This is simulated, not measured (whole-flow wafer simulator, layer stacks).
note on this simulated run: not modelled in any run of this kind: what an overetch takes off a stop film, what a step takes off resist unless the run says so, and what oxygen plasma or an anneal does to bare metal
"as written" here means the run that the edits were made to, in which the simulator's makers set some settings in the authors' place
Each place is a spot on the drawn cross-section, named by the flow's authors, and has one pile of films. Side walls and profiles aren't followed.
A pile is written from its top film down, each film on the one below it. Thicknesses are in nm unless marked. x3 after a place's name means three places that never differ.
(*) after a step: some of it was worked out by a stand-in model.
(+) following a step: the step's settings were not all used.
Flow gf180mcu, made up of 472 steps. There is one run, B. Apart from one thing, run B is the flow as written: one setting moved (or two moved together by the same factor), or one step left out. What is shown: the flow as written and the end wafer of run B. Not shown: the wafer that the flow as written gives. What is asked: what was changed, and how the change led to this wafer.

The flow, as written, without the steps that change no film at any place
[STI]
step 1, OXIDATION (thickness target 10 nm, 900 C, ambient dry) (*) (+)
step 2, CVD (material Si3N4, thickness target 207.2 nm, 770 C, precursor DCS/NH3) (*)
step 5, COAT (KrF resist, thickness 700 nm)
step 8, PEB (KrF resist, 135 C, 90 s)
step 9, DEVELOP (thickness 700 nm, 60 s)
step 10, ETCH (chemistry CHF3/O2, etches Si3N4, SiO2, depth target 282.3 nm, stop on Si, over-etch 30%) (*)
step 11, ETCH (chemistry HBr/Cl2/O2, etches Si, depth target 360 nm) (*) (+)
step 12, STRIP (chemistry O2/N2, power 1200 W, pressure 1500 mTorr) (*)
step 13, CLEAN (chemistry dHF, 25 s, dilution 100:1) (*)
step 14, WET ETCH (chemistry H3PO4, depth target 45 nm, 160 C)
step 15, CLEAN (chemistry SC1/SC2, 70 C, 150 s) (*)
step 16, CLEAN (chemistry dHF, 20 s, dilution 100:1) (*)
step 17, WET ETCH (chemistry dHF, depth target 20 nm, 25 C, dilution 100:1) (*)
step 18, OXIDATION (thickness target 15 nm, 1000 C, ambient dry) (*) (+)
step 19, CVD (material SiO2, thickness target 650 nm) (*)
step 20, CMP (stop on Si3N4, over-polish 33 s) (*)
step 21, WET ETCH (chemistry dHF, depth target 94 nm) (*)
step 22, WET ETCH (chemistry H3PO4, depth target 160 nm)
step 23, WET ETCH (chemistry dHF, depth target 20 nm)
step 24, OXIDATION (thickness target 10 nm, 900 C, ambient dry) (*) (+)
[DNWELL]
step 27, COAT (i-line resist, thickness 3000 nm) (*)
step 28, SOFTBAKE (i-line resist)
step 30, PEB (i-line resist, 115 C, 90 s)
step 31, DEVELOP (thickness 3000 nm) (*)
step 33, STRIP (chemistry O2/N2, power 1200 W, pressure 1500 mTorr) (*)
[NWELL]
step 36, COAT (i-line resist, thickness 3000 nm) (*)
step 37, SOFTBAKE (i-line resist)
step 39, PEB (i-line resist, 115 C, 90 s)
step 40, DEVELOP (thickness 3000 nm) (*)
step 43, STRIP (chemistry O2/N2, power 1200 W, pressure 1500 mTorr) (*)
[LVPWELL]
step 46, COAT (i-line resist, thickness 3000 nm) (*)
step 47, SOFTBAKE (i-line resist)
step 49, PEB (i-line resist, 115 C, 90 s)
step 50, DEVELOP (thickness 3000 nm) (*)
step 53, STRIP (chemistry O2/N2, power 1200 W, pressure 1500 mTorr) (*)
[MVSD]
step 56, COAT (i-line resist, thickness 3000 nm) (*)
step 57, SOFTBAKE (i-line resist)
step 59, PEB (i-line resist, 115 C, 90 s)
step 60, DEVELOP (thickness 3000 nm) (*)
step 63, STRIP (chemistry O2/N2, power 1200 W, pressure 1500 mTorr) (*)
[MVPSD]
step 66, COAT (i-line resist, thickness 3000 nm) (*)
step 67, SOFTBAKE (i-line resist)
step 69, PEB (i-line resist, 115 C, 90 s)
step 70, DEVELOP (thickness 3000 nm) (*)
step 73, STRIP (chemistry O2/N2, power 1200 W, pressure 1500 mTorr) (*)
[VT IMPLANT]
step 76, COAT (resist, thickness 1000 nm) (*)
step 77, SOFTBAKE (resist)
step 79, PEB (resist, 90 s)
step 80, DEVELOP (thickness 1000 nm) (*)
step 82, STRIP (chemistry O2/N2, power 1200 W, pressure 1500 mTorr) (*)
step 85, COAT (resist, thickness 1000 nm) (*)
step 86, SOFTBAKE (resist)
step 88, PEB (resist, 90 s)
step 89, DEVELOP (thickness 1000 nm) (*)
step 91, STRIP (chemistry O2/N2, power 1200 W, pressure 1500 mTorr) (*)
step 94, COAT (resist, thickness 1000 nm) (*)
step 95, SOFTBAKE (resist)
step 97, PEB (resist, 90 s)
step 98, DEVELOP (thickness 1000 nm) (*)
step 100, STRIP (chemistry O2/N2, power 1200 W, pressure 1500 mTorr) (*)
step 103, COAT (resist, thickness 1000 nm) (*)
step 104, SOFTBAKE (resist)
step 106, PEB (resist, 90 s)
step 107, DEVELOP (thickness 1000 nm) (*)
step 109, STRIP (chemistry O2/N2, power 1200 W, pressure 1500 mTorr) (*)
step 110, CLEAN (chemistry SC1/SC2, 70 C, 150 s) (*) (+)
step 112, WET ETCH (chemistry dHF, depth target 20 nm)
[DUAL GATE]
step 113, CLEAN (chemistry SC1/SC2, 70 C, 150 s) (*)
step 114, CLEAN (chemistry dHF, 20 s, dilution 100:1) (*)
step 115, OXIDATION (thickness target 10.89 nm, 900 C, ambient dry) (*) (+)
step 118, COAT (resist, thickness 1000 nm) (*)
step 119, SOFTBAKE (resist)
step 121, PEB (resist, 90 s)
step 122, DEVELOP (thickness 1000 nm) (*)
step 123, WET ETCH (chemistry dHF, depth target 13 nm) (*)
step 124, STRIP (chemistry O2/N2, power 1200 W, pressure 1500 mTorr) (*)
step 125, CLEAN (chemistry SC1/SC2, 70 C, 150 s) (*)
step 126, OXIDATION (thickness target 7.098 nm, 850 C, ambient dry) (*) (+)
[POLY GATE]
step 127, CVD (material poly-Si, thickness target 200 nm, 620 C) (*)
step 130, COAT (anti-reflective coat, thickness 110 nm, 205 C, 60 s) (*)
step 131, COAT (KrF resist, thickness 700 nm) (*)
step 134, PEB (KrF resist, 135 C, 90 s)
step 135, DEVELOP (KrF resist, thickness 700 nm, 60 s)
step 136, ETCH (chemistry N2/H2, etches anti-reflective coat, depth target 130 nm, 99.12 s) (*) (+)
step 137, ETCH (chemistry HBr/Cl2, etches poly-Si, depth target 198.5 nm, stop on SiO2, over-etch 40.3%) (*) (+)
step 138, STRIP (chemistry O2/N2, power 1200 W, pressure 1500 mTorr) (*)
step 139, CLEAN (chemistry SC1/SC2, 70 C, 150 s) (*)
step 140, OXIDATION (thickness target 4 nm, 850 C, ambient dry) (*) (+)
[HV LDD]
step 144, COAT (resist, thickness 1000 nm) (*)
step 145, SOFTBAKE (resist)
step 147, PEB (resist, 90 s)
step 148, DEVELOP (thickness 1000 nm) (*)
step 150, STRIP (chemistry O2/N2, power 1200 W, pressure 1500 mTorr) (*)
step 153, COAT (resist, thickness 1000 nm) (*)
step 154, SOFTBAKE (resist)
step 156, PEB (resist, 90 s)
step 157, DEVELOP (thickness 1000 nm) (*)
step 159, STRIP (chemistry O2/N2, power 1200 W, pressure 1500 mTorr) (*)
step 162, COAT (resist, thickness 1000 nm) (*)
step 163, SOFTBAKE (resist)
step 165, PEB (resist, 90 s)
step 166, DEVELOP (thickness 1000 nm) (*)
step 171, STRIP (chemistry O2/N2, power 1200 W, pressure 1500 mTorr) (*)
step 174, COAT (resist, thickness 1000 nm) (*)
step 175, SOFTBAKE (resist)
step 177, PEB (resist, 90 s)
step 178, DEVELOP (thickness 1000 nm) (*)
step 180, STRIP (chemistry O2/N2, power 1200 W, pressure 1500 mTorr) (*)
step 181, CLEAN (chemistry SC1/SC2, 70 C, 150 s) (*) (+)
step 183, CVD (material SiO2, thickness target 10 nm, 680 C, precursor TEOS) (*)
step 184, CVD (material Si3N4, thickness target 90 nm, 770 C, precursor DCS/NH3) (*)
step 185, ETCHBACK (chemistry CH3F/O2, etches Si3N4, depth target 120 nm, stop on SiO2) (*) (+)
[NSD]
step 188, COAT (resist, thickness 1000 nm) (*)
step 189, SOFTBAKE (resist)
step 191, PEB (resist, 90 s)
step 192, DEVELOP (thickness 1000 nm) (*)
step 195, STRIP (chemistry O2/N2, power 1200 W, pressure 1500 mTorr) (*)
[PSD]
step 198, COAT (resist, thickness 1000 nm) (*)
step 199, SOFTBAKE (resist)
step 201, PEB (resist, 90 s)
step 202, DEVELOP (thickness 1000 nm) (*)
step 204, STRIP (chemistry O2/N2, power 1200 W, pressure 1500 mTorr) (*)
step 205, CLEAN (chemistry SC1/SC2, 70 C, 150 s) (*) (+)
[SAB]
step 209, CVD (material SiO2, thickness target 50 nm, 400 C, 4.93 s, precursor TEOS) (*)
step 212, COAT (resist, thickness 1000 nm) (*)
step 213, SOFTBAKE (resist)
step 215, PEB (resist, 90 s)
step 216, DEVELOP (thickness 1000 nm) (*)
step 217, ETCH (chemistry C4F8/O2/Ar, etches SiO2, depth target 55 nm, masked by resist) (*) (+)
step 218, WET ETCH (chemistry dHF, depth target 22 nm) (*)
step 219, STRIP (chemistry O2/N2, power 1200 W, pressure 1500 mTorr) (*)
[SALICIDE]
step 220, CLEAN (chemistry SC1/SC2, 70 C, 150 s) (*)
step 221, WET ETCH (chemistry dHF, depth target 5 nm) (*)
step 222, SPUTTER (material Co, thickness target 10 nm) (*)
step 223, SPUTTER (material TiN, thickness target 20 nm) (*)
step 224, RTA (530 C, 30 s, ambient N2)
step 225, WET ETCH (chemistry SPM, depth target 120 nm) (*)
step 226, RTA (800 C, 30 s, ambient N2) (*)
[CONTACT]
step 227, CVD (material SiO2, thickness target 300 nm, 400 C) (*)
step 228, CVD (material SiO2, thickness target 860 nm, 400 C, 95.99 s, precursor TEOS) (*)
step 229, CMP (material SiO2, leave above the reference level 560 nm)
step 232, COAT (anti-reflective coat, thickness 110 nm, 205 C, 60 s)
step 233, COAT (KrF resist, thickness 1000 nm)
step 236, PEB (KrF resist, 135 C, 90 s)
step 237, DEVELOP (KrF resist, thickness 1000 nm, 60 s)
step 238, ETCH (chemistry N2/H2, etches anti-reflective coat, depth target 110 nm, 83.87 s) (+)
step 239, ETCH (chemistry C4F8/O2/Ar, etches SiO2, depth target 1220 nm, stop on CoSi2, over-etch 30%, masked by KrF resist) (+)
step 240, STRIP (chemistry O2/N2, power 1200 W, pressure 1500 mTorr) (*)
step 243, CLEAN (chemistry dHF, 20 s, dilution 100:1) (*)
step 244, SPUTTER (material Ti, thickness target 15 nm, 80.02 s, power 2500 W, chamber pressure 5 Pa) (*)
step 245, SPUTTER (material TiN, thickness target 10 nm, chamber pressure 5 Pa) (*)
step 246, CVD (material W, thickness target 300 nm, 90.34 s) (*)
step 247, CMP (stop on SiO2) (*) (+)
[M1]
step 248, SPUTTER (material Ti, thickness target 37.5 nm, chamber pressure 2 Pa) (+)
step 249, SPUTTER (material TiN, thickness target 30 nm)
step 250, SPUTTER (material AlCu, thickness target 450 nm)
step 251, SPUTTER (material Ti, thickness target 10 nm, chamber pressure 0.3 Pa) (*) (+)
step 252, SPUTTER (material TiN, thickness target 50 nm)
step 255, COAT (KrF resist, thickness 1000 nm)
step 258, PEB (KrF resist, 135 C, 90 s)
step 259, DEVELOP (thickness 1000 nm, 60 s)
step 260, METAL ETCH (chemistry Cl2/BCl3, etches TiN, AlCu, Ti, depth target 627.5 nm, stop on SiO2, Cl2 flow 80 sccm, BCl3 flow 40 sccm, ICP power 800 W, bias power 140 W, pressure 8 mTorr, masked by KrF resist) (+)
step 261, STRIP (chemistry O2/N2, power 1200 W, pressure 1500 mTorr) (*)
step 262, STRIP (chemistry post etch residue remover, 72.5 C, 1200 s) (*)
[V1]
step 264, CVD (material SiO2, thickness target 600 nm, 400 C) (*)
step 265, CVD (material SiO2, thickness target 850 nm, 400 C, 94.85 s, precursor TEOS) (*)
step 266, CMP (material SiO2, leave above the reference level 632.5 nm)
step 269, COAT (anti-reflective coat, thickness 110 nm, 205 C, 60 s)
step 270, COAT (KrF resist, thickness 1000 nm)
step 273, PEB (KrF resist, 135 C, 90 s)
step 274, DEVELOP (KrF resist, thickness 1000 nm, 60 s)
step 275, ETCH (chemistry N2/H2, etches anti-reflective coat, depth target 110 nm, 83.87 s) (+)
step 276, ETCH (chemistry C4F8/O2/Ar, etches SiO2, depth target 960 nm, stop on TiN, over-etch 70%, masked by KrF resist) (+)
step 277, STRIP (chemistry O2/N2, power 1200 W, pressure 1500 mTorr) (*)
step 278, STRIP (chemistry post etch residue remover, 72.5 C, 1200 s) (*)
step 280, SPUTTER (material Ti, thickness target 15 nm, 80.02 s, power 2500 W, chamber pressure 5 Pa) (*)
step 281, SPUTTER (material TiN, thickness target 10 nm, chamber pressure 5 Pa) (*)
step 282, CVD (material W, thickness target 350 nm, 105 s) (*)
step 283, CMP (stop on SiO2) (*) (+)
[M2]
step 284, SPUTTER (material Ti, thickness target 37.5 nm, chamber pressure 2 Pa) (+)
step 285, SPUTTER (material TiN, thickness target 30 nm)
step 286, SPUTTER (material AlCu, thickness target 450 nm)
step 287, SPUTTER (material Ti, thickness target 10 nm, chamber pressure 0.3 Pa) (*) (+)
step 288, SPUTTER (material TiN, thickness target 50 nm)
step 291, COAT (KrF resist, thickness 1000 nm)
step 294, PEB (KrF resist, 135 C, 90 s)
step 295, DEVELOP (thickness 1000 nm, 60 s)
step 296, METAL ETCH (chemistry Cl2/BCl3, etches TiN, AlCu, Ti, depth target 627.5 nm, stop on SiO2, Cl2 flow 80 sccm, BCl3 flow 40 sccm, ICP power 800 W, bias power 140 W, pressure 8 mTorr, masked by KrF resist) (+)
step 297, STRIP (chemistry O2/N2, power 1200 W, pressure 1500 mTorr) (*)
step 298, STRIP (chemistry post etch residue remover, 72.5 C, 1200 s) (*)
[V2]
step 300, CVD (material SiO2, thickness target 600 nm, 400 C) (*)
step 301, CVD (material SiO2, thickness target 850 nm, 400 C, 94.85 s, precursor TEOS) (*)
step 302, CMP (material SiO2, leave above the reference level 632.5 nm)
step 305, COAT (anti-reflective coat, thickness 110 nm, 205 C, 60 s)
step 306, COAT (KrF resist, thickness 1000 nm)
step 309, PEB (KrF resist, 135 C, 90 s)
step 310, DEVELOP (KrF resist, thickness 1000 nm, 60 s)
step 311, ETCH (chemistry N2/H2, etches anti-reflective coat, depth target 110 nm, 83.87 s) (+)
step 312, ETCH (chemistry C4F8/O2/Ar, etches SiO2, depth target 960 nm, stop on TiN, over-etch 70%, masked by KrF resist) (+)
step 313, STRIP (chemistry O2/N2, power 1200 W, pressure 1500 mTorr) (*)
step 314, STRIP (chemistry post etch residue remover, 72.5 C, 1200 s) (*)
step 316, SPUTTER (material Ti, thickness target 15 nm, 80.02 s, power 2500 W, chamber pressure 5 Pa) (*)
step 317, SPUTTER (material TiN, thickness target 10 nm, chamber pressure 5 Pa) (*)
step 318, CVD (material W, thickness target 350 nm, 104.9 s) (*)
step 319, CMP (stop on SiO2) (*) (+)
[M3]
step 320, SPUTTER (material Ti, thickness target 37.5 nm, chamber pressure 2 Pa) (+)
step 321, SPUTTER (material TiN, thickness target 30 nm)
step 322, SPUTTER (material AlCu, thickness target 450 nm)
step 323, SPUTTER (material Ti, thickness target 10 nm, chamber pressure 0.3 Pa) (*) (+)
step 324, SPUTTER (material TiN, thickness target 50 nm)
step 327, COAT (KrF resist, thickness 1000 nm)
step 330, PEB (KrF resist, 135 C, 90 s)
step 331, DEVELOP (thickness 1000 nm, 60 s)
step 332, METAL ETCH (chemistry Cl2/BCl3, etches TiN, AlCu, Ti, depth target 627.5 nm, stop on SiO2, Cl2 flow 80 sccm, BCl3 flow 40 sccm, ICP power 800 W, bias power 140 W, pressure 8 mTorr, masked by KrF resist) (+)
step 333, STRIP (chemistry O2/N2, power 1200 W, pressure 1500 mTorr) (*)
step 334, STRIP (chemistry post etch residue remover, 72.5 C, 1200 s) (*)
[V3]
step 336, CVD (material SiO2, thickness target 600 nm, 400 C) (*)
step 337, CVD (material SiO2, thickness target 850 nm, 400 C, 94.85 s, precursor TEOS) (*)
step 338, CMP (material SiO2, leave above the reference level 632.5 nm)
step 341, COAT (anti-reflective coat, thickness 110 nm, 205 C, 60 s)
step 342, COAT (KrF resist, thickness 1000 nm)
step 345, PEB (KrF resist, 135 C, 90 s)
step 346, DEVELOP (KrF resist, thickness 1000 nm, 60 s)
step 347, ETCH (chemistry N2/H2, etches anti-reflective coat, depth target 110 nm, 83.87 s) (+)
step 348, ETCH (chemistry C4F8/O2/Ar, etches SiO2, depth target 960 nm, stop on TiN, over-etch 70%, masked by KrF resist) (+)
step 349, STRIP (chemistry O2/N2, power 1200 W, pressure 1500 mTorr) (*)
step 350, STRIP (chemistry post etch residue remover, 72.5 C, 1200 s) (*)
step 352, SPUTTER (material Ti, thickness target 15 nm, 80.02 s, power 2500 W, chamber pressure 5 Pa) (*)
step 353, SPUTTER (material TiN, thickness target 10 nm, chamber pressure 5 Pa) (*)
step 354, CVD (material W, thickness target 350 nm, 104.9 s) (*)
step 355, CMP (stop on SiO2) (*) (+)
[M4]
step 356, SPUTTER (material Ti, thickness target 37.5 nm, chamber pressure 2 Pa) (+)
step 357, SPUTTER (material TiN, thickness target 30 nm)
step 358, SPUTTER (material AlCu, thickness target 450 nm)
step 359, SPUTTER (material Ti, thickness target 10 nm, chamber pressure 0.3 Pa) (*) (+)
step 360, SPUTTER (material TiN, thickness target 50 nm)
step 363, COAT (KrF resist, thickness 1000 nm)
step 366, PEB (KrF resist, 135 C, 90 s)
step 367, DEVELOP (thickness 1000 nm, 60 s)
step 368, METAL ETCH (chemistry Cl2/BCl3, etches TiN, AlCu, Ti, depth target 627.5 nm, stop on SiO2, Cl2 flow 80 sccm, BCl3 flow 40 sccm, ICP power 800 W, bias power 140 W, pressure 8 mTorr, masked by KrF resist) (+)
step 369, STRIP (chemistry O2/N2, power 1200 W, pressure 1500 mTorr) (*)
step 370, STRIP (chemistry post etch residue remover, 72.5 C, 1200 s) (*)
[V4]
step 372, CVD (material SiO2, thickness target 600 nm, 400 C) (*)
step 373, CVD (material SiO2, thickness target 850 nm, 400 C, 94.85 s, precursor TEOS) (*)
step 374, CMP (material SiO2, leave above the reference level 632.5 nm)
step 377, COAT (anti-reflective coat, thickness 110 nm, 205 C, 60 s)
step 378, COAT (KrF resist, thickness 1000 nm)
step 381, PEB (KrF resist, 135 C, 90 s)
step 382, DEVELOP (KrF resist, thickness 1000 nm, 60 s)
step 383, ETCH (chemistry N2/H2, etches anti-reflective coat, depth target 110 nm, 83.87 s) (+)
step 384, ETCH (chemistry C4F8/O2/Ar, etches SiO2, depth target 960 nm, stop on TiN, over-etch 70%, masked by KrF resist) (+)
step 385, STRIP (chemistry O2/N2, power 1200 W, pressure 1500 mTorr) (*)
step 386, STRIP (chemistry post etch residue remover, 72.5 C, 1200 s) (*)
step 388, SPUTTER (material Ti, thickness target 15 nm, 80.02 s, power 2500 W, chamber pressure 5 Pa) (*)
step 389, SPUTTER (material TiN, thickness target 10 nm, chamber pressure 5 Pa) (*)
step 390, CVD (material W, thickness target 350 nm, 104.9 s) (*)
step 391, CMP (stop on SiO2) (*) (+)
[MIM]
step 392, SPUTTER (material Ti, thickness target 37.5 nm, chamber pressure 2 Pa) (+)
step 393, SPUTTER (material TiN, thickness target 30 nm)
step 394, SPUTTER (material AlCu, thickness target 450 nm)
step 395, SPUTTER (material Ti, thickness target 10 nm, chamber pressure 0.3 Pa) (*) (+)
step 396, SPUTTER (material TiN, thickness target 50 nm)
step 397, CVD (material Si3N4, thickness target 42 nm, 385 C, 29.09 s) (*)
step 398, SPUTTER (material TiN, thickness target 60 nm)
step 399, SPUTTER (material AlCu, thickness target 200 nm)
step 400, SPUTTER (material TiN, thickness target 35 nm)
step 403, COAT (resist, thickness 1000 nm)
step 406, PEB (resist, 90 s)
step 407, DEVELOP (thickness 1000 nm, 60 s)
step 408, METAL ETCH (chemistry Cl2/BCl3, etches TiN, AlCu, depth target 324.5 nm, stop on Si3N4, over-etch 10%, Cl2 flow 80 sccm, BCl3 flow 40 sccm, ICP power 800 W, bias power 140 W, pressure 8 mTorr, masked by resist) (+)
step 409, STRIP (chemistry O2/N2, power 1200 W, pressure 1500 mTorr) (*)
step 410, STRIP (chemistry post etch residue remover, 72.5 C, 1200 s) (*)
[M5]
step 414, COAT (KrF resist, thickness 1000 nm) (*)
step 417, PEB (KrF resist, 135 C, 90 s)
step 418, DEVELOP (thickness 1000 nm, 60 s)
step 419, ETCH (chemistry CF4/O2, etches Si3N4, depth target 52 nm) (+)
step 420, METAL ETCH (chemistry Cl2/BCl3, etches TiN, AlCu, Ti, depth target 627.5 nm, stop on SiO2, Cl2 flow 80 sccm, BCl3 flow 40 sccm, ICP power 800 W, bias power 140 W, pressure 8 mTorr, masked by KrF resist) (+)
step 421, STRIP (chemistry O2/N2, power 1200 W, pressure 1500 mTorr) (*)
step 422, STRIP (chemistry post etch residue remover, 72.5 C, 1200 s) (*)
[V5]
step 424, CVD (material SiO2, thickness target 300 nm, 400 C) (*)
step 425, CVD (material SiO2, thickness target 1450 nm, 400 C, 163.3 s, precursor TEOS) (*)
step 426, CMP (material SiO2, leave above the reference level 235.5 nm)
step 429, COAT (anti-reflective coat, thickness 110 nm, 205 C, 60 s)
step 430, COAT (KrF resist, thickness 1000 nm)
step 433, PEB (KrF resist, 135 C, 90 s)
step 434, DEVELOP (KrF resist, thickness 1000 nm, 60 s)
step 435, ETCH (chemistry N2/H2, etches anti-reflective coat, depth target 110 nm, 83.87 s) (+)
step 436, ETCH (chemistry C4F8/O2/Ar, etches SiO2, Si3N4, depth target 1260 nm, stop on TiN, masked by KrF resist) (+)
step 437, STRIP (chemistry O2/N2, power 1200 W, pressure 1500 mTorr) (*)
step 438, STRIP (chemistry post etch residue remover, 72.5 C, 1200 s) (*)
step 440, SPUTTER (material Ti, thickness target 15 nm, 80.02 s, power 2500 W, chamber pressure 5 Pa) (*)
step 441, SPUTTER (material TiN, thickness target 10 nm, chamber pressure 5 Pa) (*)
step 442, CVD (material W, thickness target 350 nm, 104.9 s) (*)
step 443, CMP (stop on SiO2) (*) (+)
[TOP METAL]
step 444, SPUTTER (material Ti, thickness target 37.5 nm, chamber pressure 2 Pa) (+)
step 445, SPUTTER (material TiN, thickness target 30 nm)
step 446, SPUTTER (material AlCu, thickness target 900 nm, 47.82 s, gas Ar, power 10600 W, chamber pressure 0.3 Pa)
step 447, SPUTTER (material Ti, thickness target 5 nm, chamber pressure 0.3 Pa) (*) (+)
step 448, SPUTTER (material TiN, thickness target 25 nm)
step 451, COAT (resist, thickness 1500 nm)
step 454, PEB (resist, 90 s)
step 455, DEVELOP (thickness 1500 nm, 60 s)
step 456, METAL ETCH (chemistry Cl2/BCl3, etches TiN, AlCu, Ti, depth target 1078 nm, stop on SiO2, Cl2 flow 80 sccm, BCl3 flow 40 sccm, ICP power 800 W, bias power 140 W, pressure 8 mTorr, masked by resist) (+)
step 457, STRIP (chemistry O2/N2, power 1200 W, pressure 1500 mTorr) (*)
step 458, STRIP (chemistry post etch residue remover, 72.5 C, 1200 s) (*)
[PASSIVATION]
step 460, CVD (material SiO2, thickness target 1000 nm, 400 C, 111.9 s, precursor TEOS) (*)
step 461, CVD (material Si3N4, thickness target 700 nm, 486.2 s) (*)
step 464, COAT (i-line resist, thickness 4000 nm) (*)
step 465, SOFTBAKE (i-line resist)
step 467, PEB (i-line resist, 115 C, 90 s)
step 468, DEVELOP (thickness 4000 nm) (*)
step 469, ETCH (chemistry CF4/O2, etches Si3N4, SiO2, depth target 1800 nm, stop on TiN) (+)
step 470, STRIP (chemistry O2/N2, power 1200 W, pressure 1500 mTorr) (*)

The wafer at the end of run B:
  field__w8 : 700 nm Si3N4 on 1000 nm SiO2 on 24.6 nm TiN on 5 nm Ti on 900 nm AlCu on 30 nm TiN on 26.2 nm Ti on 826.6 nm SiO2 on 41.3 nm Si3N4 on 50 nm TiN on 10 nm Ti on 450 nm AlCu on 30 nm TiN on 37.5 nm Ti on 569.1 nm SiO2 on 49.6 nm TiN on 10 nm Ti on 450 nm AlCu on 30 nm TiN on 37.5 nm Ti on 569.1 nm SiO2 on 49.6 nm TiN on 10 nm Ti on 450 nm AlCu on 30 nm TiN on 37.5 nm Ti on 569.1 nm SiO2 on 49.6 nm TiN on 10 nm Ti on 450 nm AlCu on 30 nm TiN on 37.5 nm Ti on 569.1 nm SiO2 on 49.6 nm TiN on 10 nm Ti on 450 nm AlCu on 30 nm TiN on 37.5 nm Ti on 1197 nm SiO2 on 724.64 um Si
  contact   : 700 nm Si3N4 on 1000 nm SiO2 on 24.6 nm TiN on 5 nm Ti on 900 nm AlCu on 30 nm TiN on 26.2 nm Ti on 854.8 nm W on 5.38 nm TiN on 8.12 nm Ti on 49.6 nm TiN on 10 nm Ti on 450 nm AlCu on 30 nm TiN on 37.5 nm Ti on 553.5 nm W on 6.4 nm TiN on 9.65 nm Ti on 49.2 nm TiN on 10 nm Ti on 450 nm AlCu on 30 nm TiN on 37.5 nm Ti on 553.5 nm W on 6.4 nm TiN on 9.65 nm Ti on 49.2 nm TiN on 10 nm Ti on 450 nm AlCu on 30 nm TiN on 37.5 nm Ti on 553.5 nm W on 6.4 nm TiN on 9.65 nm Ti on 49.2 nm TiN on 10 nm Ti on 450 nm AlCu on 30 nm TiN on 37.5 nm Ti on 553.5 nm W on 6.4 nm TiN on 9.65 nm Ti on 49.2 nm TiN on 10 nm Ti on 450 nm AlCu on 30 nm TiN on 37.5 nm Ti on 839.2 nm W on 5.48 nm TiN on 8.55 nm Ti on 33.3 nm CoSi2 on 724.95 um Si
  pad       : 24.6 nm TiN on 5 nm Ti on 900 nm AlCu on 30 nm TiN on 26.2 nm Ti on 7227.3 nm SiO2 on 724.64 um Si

Cause: step 444, SPUTTER: thickness target 26.25 nm was run, though the flow has thickness target 37.5 nm.
One can read it off the wafer: field__w8 has Ti 26.2, and step 444 as written asks for 37.5 nm.

How this came from the change, step by step:
  step 444, SPUTTER (material Ti, thickness target 37.5 nm, chamber pressure 2 Pa) (+)
      field, field__w1, field__w2 and 109 more: +26.2 Ti (new film) (it would be, as written: +37.5 Ti (new film))
  step 456, METAL ETCH (chemistry Cl2/BCl3, etches TiN, AlCu, Ti, depth target 1078 nm, stop on SiO2, Cl2 flow 80 sccm, BCl3 flow 40 sccm, ICP power 800 W, bias power 140 W, pressure 8 mTorr, masked by resist) (+)
      field, field__w1, field__w2 and 103 more: -25 TiN (all of it), -5 Ti (all of it), -900 AlCu (all of it), -30 TiN (all of it), -26.2 Ti (all of it) (it would be, as written: -25 TiN (all of it), -5 Ti (all of it), -900 AlCu (all of it), -30 TiN (all of it), -37.5 Ti (all of it))
